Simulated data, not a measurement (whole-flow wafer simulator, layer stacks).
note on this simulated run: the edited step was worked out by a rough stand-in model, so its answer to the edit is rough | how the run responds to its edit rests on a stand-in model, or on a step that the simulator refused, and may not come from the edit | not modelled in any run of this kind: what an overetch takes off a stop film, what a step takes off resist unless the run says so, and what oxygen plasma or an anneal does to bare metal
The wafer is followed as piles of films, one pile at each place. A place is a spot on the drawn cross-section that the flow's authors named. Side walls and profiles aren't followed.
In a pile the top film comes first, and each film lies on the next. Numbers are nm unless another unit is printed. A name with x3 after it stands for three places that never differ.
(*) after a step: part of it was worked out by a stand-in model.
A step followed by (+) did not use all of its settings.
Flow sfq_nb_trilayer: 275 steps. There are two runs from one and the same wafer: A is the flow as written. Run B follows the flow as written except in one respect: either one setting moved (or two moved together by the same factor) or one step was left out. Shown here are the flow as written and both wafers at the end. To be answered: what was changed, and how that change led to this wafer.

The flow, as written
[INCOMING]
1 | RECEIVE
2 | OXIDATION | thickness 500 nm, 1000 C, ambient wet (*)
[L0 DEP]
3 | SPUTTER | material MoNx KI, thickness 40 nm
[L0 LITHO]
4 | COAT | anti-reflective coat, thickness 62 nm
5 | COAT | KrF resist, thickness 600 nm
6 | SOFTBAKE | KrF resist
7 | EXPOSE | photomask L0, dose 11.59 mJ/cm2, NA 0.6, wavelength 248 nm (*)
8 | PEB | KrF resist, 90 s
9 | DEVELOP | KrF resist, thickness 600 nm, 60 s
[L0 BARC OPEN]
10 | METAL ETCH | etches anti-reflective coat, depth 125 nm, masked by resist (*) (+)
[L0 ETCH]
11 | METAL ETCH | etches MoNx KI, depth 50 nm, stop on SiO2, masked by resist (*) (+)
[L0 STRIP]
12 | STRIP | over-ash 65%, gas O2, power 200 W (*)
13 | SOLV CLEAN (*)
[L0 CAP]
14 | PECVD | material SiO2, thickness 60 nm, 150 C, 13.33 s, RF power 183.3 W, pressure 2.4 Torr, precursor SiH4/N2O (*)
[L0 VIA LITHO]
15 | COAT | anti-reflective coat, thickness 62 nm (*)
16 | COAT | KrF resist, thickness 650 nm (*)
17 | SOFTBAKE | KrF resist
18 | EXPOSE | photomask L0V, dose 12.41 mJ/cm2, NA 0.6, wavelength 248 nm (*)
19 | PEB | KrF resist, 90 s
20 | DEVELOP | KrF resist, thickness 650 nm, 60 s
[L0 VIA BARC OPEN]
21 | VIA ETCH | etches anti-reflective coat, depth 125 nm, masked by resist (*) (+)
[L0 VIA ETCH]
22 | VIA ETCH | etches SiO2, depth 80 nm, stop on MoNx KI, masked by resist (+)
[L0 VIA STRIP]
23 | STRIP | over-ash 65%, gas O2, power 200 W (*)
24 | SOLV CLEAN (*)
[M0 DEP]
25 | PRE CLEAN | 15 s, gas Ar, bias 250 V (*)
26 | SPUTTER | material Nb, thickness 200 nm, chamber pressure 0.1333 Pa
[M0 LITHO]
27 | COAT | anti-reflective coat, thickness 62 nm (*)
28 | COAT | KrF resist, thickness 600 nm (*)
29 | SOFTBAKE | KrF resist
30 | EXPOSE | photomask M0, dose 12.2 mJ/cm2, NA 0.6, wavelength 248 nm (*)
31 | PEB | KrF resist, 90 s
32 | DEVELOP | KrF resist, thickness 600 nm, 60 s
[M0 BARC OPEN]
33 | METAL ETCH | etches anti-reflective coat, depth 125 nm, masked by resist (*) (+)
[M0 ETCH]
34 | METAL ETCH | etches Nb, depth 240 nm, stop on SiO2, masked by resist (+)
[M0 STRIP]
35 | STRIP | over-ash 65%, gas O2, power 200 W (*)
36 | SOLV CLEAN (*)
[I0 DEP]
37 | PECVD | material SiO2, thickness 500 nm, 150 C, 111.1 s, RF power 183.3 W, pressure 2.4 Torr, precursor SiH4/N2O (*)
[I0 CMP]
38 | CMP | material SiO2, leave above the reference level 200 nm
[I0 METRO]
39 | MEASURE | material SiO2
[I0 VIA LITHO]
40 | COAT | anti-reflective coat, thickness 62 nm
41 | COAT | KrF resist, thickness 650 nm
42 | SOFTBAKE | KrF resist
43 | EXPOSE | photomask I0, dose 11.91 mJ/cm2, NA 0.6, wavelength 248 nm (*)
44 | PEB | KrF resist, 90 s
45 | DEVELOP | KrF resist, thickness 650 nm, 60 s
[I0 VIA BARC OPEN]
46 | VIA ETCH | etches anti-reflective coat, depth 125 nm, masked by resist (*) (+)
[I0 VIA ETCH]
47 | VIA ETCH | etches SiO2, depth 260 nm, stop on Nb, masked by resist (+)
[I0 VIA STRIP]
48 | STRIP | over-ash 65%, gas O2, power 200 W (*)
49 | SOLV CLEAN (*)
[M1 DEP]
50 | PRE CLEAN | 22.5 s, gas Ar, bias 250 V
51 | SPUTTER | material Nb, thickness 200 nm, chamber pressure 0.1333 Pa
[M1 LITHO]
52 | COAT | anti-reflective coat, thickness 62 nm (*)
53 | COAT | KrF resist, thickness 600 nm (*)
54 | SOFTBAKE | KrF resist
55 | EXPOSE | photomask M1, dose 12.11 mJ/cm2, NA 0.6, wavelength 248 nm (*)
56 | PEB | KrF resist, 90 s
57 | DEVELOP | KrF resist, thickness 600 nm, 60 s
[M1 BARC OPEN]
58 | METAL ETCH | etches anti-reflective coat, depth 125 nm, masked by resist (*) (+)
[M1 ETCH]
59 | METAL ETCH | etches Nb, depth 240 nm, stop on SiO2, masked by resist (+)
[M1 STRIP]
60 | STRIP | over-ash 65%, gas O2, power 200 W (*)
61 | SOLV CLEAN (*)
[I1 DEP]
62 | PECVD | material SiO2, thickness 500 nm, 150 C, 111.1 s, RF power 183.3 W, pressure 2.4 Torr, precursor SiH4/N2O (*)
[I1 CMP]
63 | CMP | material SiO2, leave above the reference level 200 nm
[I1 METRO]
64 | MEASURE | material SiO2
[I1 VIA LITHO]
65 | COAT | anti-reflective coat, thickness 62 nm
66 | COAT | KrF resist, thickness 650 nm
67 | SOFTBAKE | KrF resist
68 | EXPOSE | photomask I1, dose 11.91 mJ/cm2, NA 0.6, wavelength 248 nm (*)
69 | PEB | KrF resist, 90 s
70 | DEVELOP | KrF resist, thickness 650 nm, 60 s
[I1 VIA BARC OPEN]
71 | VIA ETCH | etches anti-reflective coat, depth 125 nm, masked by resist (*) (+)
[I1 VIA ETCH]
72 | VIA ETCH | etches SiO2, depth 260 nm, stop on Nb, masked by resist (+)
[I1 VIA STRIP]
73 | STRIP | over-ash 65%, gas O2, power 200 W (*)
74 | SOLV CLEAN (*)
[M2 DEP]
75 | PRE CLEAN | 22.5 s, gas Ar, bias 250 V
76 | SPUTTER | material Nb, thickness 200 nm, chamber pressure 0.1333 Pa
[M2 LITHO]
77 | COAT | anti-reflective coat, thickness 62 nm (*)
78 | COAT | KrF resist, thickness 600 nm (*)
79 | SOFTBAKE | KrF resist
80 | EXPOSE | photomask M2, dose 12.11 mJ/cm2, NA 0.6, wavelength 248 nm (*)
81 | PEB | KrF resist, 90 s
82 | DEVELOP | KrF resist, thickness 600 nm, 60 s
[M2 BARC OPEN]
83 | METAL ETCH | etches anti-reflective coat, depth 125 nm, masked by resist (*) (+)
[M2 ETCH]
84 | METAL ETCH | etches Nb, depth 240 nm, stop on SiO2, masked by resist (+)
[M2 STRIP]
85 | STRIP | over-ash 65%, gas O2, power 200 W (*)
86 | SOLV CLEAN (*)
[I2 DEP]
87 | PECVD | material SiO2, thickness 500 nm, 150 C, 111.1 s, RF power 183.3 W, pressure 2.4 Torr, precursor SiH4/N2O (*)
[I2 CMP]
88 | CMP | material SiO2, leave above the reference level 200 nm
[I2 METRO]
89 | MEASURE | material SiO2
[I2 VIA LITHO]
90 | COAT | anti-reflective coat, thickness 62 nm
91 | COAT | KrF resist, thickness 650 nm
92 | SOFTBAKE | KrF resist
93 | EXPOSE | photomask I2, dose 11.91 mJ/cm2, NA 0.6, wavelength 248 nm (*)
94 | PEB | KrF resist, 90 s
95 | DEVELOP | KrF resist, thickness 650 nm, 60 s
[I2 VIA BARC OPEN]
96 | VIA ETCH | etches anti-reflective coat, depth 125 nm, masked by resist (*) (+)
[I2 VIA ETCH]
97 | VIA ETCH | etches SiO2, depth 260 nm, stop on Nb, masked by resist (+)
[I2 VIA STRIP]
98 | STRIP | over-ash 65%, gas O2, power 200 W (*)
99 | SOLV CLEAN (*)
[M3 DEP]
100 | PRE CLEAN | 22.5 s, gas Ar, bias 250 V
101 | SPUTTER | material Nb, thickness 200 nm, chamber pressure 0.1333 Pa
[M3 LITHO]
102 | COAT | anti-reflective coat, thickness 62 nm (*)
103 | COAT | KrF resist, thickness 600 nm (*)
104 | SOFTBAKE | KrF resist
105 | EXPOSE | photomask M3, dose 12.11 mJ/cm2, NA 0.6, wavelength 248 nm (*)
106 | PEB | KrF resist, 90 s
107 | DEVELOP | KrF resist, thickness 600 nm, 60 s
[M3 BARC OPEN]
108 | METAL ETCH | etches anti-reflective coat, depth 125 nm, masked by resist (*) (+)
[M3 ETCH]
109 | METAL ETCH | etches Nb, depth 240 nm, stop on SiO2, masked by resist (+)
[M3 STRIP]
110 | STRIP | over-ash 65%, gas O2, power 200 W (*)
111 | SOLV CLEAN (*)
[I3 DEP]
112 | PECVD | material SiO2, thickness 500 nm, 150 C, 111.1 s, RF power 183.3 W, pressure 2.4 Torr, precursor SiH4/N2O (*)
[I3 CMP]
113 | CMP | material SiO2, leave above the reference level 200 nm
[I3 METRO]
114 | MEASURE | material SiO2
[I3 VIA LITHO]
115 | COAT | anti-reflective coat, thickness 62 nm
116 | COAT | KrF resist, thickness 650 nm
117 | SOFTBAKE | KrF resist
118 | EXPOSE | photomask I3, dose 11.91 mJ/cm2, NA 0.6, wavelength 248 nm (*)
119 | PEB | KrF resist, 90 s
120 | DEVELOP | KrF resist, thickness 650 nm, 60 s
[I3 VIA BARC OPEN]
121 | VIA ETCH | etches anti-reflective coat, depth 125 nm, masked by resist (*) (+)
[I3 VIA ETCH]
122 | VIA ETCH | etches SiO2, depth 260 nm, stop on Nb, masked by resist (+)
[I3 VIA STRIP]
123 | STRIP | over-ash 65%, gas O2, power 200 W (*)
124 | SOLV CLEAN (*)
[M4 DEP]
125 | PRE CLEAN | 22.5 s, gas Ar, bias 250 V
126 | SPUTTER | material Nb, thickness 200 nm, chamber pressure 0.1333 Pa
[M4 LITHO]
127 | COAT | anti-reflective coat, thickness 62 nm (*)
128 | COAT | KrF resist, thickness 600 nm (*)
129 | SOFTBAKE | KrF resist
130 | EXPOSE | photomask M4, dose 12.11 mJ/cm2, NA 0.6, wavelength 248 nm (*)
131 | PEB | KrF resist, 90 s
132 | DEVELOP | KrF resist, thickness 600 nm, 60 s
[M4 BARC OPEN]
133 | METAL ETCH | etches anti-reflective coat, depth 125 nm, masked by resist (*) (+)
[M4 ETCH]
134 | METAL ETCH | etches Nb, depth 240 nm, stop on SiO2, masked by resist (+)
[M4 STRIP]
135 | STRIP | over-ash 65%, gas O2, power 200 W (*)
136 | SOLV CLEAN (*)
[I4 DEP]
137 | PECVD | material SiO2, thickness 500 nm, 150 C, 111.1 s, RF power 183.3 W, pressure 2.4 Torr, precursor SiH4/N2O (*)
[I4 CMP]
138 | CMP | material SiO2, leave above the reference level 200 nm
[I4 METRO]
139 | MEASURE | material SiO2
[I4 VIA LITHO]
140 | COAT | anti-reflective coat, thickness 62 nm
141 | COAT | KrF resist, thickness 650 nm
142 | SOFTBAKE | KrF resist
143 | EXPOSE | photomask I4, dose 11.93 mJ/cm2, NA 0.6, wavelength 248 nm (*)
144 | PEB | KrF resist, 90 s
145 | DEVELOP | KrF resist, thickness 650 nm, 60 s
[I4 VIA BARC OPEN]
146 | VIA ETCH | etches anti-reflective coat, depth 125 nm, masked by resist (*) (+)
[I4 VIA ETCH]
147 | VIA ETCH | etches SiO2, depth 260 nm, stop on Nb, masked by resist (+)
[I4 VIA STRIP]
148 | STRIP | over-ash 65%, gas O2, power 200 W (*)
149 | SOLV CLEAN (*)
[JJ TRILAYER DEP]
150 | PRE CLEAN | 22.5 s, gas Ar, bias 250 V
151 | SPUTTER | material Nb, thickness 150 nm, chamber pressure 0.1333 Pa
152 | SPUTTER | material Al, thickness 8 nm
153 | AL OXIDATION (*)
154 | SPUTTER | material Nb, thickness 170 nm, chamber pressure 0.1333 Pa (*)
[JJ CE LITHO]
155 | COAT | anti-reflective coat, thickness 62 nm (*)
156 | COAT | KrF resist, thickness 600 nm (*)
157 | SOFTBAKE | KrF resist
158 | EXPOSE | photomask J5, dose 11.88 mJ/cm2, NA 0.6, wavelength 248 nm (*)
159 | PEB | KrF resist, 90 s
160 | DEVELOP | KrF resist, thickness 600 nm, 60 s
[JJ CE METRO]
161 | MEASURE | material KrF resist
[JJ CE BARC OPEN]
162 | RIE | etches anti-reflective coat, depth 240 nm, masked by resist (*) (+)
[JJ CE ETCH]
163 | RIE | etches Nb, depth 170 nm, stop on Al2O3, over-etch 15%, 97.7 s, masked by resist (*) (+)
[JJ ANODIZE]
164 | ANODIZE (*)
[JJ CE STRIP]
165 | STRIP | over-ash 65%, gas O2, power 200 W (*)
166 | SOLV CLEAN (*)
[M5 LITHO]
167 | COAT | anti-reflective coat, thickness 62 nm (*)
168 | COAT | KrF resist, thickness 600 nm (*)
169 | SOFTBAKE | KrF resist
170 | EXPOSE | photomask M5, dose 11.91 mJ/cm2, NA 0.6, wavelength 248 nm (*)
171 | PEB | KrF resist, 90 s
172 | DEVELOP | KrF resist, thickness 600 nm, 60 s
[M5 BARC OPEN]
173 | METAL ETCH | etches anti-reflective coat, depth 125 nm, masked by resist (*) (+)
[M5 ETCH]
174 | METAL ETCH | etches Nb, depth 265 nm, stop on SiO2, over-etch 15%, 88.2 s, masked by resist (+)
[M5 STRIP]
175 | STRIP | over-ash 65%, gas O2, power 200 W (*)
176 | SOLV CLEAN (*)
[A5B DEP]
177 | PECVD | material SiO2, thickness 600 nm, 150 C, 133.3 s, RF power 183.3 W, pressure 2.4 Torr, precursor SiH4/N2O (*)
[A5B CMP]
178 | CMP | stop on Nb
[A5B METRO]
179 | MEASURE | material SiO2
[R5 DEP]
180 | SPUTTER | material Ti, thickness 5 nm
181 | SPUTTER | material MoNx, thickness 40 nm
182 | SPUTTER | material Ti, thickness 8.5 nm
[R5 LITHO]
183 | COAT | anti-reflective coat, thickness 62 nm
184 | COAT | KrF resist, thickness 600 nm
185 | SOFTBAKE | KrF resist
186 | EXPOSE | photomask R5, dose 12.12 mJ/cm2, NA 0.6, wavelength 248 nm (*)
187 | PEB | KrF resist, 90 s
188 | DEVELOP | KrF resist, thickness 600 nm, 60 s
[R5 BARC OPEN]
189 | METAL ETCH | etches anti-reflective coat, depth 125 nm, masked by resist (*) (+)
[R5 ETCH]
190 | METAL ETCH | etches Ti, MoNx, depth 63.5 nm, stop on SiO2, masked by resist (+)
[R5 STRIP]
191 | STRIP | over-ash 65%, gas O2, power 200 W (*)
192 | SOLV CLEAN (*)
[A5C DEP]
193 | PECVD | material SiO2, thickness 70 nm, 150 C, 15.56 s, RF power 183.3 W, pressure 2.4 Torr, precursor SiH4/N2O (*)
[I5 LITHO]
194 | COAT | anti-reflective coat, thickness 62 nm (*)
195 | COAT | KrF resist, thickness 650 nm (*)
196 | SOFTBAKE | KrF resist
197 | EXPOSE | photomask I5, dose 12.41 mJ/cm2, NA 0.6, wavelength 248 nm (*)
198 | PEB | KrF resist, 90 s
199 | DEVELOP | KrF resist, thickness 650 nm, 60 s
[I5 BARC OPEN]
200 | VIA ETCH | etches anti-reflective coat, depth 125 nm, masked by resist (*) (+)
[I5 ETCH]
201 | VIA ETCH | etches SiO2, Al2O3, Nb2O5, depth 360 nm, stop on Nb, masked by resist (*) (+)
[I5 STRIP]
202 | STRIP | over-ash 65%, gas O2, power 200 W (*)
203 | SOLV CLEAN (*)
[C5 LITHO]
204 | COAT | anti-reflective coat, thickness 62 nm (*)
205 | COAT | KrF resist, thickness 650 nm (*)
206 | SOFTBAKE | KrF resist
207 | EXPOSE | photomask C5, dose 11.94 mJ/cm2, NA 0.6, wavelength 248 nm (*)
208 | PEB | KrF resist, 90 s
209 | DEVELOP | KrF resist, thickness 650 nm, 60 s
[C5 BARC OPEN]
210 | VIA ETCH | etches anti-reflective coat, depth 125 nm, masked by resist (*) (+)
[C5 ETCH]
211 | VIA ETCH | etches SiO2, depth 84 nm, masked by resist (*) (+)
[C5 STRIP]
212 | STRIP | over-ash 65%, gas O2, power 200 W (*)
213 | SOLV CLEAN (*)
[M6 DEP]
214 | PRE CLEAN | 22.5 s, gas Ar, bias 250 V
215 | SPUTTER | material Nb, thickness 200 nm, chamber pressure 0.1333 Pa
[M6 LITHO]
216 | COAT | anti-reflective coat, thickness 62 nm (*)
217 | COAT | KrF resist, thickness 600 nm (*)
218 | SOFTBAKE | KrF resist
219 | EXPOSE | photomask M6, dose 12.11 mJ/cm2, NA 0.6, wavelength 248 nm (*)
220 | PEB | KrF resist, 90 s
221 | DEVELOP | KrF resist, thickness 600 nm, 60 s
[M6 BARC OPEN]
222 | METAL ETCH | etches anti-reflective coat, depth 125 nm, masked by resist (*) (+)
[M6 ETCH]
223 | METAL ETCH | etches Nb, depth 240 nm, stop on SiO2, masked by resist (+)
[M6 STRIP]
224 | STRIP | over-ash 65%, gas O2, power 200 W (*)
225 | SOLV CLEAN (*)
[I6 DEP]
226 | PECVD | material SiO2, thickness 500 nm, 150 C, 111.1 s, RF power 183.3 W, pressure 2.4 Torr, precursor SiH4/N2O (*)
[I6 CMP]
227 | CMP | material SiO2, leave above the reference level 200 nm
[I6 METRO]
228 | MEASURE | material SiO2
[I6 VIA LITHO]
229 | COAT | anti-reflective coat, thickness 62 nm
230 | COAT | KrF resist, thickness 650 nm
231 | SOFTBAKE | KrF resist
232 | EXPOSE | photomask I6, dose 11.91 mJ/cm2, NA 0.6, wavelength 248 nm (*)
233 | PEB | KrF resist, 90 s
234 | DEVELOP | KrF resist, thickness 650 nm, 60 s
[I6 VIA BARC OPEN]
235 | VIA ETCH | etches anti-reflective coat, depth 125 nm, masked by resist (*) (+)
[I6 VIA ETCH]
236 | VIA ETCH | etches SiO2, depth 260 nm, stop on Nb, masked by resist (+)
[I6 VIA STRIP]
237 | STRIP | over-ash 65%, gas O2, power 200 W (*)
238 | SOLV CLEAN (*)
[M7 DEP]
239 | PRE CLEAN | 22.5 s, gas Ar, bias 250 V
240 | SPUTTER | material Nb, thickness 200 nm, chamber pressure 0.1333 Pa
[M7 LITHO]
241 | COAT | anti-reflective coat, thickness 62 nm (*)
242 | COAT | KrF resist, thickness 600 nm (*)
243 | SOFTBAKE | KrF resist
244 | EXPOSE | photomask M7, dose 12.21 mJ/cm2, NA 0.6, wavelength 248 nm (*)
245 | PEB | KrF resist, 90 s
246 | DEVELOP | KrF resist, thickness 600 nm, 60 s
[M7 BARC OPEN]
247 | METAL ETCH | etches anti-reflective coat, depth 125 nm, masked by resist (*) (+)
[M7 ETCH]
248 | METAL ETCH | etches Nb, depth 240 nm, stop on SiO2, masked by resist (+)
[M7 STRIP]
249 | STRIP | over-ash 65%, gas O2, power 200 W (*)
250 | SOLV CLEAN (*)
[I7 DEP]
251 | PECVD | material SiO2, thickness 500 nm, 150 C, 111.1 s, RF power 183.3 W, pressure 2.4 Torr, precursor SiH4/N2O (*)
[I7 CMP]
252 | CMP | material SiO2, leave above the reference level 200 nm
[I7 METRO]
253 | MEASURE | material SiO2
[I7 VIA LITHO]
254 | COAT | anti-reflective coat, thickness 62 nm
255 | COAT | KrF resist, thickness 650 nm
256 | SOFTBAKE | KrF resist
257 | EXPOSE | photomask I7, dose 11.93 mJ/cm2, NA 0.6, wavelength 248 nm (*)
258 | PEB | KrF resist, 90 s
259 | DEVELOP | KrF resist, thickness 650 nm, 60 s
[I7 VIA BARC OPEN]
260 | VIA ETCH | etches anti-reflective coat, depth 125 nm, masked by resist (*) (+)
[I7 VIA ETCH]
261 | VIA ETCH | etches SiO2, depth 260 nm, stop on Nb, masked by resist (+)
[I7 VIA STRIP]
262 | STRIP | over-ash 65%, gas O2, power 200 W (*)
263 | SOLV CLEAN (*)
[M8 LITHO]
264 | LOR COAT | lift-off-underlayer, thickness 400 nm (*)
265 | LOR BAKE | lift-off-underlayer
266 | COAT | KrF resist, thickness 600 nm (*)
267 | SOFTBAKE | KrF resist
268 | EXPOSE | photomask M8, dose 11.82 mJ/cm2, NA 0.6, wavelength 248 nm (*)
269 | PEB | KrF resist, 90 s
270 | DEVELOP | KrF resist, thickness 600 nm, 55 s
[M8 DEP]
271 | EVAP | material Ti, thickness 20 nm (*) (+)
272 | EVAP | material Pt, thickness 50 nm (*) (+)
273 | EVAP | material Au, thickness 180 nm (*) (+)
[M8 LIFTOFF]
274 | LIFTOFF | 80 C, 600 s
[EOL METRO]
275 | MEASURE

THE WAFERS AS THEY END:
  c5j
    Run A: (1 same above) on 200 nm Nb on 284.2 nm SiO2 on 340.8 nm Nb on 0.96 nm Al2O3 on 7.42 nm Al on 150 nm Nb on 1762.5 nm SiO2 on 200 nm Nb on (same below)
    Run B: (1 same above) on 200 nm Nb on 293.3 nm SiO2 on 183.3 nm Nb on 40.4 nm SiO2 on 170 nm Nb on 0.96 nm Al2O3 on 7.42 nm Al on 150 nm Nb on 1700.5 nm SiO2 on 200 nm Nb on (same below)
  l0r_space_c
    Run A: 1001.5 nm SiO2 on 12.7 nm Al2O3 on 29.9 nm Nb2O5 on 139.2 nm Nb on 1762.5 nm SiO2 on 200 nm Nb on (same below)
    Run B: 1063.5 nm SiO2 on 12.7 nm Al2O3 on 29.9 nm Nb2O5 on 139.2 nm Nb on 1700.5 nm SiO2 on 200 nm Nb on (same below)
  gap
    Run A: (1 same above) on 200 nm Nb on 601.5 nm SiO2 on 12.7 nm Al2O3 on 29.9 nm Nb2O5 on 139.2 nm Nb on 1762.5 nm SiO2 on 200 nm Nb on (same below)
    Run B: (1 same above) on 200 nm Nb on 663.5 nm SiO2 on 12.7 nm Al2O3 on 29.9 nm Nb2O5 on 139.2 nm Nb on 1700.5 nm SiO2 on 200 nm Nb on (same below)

What caused this: step 137, PECVD: thickness 338 nm was run, while the flow as written has thickness 500 nm; step 137, PECVD: 75 s was run, where the flow has 111.1 s.

How this came from the change, step by step:
  137 | PECVD | material SiO2, thickness 500 nm, 150 C, 111.1 s, RF power 183.3 W, pressure 2.4 Torr, precursor SiH4/N2O (*)
      field_l, be, be_sur and 55 more: A SiO2 gains 500 | B SiO2 gains 338
      v_sur, via_wl, via_w and 35 more: A SiO2 gains 500 (new film) | B SiO2 gains 338 (new film)
      (as well as at 10 more places)
  138 | CMP | material SiO2, leave above the reference level 200 nm
      field_l, be, be_sur and 55 more: A SiO2 loses 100 | B nothing
      p3_s0, p3_s1, p3_s2, p3_s3, p3_s4, p3_s5: A SiO2 loses 157.1 | B nothing
      (as well as at 42 more places)
  140 | COAT | anti-reflective coat, thickness 62 nm
      m0r_line_l, m0r_line_r, m6r_line_l, m6r_line_r, m7r_line_l, m7r_line_r: A anti-reflective coat gains 62 (new film) | B anti-reflective coat gains 63.6 (new film)
      m0r_space_l, m0r_space_r, m6r_space_l, m6r_space_r, m7r_space_l, m7r_space_r: A anti-reflective coat gains 62 (new film) | B anti-reflective coat gains 70.8 (new film)
      (as well as at 71 more places)
  141 | COAT | KrF resist, thickness 650 nm
      p3_l2, p3_l3: A KrF resist gains 650 (new film) | B KrF resist gains 633.1 (new film)
      v_sur: A KrF resist gains 650 (new film) | B KrF resist gains 627.6 (new film)
      (as well as at 28 more places)
  145 | DEVELOP | KrF resist, thickness 650 nm, 60 s
      via_wl: A KrF resist loses 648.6 (all of it) | B KrF resist loses 623.8 (all of it)
      via_w: A KrF resist loses 648.6 (all of it) | B KrF resist loses 627.1 (all of it)
      (as well as at 1 more place)
  146 | VIA ETCH | etches anti-reflective coat, depth 125 nm, masked by resist (*) (+)
      field_l, v_sur, via_sp and 100 more: A KrF resist loses 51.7 | B KrF resist loses 47.8
      via_wl, via_wr: A anti-reflective coat loses 62 (all of it), SiO2 loses 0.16 | B anti-reflective coat loses 57.4 (all of it), SiO2 loses 0.14
      (as well as at 1 more place)
  148 | STRIP | over-ash 65%, gas O2, power 200 W (*)
      m0r_line_l, m0r_line_r, m6r_line_l, m6r_line_r, m7r_line_l, m7r_line_r: A KrF resist loses 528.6 (all of it), anti-reflective coat loses 62 (all of it) | B KrF resist loses 544.2 (all of it), anti-reflective coat loses 63.6 (all of it)
      m0r_space_l, m0r_space_r, m6r_space_l, m6r_space_r, m7r_space_l, m7r_space_r: A KrF resist loses 528.6 (all of it), anti-reflective coat loses 62 (all of it) | B KrF resist loses 539.4 (all of it), anti-reflective coat loses 70.8 (all of it)
      (as well as at 71 more places)
  151 | SPUTTER | material Nb, thickness 150 nm, chamber pressure 0.1333 Pa
      be, lsp_l: A Nb gains 150 (new film) | B Nb gains 145.4 (new film)
      via_v: A Nb gains 150 (new film) | B Nb gains 145.7 (new film)
  154 | SPUTTER | material Nb, thickness 170 nm, chamber pressure 0.1333 Pa (*)
      be, lsp_l: A Nb gains 170 (new film) | B Nb gains 164.4 (new film)
      via_v: A Nb gains 170 (new film) | B Nb gains 164.7 (new film)
  155 | COAT | anti-reflective coat, thickness 62 nm (*)
      p3_l1, p3_l2, p3_l3, p3_l4, p3_l5, p3_l6: A anti-reflective coat gains 62 (new film) | B anti-reflective coat gains 49.8 (new film)
      wl_a_m6, wl_a_sr, wl_b_sl, wl_b_m5, wl_b_sr: A anti-reflective coat gains 62 (new film) | B anti-reflective coat gains 60.4 (new film)
      (as well as at 71 more places)
  156 | COAT | KrF resist, thickness 600 nm (*)
      p3_s0, wl_g_sl: A KrF resist gains 600 (new film) | B KrF resist gains 613.7 (new film)
      p3_s2, p3_s3: A KrF resist gains 600 (new film) | B KrF resist gains 612.6 (new film)
      (as well as at 37 more places)
  160 | DEVELOP | KrF resist, thickness 600 nm, 60 s
      p3_s0, wl_g_sl: A KrF resist loses 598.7 (all of it) | B KrF resist loses 612.4 (all of it)
      p3_s3, r5r_line_r: A KrF resist loses 598.7 (all of it) | B KrF resist loses 611.3 (all of it)
      (as well as at 36 more places)
  162 | RIE | etches anti-reflective coat, depth 240 nm, masked by resist (*) (+)
      p3_l1, p3_l2, p3_l3, p3_l4, p3_l5, p3_l6: A anti-reflective coat loses 62 (all of it) | B anti-reflective coat loses 49.8 (all of it)
      wl_a_m6, wl_a_sr, wl_b_sl, wl_b_m5, wl_b_sr: A anti-reflective coat loses 62 (all of it) | B anti-reflective coat loses 60.4 (all of it)
      (as well as at 70 more places)
  163 | RIE | etches Nb, depth 170 nm, stop on Al2O3, over-etch 15%, 97.7 s, masked by resist (*) (+)
      be, lsp_l: A Nb loses 170 (all of it), Al2O3 loses 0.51 | B Nb loses 164.4 (all of it), Al2O3 loses 0.62
      via_v: A Nb loses 170 (all of it), Al2O3 loses 0.51 | B Nb loses 164.7 (all of it), Al2O3 loses 0.62
  164 | ANODIZE (*)
      be, lsp_l: A Al2O3 gains 12.2, Nb2O5 gains 29.9 (new film), Al loses 7.42 (all of it), Nb loses 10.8 | B Al2O3 gains 11.8, Nb2O5 gains 30.9 (new film), Al loses 7.17 (all of it), Nb loses 11.1
      via_v: A Al2O3 gains 12.2, Nb2O5 gains 29.9 (new film), Al loses 7.42 (all of it), Nb loses 10.8 | B Al2O3 gains 11.5, Nb2O5 gains 31.5 (new film), Al loses 6.97 (all of it), Nb loses 11.3
  165 | STRIP | over-ash 65%, gas O2, power 200 W (*)
      ce_l: A KrF resist loses 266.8 (all of it), anti-reflective coat loses 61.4 (all of it) | B KrF resist loses 273.2 (all of it), anti-reflective coat loses 62.4 (all of it)
      c5j: A KrF resist loses 266.9 (all of it), anti-reflective coat loses 61.5 (all of it) | B KrF resist loses 273.1 (all of it), anti-reflective coat loses 62.3 (all of it)
      (as well as at 2 more places)
  ... 42 other steps ...
  274 | LIFTOFF | 80 C, 600 s
      be: A Au loses 180 (all of it), Pt loses 50 (all of it), Ti loses 20 (all of it), KrF resist loses 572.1 (all of it), lift-off-underlayer loses 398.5 (all of it) | B Au loses 180 (all of it), Pt loses 50 (all of it), Ti loses 20 (all of it), KrF resist loses 600.5 (all of it), lift-off-underlayer loses 669 (all of it)
      be_sur: A Au loses 180 (all of it), Pt loses 50 (all of it), Ti loses 20 (all of it), KrF resist loses 572.6 (all of it), lift-off-underlayer loses 398.9 (all of it) | B Au loses 180 (all of it), Pt loses 50 (all of it), Ti loses 20 (all of it), KrF resist loses 582.6 (all of it), lift-off-underlayer loses 376.9 (all of it)
With metal films that touch counted as one body, c5j has 5 bodies (between them, from the top down: SiO2 293.3; SiO2 40.4; Al2O3 0.96; SiO2 1700.5); the flow as written gives 4 bodies (between them, from the top down: SiO2 284.2; Al2O3 0.96; SiO2 1762.5).
